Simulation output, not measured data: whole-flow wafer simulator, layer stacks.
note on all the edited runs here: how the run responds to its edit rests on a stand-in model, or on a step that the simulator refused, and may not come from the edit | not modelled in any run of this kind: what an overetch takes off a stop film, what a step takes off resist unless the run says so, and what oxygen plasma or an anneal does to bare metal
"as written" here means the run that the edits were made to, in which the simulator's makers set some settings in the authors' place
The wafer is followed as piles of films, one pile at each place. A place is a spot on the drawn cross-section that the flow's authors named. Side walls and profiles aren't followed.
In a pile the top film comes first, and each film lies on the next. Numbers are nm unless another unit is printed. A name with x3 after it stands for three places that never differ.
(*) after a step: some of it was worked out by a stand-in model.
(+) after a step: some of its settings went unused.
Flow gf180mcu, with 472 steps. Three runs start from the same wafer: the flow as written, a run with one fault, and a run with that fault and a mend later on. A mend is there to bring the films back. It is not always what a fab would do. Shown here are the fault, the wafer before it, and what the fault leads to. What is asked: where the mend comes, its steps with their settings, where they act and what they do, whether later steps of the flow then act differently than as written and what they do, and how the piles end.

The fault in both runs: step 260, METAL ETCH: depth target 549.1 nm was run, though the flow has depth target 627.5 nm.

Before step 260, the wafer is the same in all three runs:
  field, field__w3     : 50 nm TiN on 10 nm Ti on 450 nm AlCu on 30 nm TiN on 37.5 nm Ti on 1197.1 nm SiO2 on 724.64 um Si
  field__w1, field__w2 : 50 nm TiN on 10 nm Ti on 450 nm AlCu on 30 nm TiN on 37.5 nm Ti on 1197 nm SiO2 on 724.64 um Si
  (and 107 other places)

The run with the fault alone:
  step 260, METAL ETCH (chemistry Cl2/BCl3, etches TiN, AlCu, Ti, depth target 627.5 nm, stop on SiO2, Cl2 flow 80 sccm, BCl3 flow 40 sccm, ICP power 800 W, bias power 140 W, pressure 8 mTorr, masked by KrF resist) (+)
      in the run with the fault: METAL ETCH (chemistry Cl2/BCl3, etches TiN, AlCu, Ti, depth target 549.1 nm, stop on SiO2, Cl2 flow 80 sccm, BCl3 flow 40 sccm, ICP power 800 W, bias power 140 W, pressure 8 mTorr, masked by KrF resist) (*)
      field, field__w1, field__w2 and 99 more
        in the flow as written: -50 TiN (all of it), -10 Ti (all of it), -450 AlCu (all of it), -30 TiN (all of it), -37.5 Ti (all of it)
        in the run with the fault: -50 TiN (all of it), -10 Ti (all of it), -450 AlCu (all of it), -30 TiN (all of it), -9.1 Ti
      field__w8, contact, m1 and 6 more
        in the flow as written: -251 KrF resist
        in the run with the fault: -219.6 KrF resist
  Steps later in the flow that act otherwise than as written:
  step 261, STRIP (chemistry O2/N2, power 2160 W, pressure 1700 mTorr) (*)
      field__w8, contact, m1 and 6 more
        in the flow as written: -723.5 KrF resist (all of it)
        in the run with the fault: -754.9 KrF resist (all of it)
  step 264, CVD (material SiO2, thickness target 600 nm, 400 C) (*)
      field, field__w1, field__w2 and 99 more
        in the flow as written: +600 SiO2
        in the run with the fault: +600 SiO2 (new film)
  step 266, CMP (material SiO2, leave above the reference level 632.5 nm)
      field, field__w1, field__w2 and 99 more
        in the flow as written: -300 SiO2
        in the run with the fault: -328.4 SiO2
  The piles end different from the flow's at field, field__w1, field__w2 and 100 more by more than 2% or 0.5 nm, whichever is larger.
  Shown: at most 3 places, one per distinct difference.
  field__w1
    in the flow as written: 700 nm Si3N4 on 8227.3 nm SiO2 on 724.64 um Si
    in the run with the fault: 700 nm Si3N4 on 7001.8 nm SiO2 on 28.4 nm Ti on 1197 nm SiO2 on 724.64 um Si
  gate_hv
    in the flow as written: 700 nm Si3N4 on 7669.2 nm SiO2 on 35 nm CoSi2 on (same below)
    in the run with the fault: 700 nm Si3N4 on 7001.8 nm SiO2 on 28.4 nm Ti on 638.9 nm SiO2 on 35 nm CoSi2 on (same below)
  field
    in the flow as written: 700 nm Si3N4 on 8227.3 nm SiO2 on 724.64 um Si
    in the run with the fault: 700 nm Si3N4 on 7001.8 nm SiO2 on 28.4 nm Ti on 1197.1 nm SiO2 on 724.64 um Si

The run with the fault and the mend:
  The mend follows step 260.
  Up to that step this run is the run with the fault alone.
  step 260a, METAL ETCH (chemistry Cl2/BCl3, etches TiN, AlCu, Ti, depth target 78.4 nm, stop on SiO2, Cl2 flow 80 sccm, BCl3 flow 40 sccm, ICP power 800 W, bias power 140 W, pressure 8 mTorr, masked by KrF resist) (+) (a further turn of the flow's step 260, with different settings)
      field, field__w1, field__w2 and 99 more
        -28.4 Ti (all of it)
      field__w8, contact, m1 and 6 more
        -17 KrF resist
  Every later step of the flow that is run acts as written, at every place that is followed, to within 2% or 0.5 nm, whichever is larger.
  At every place that both follow, the piles at the end match the flow's.
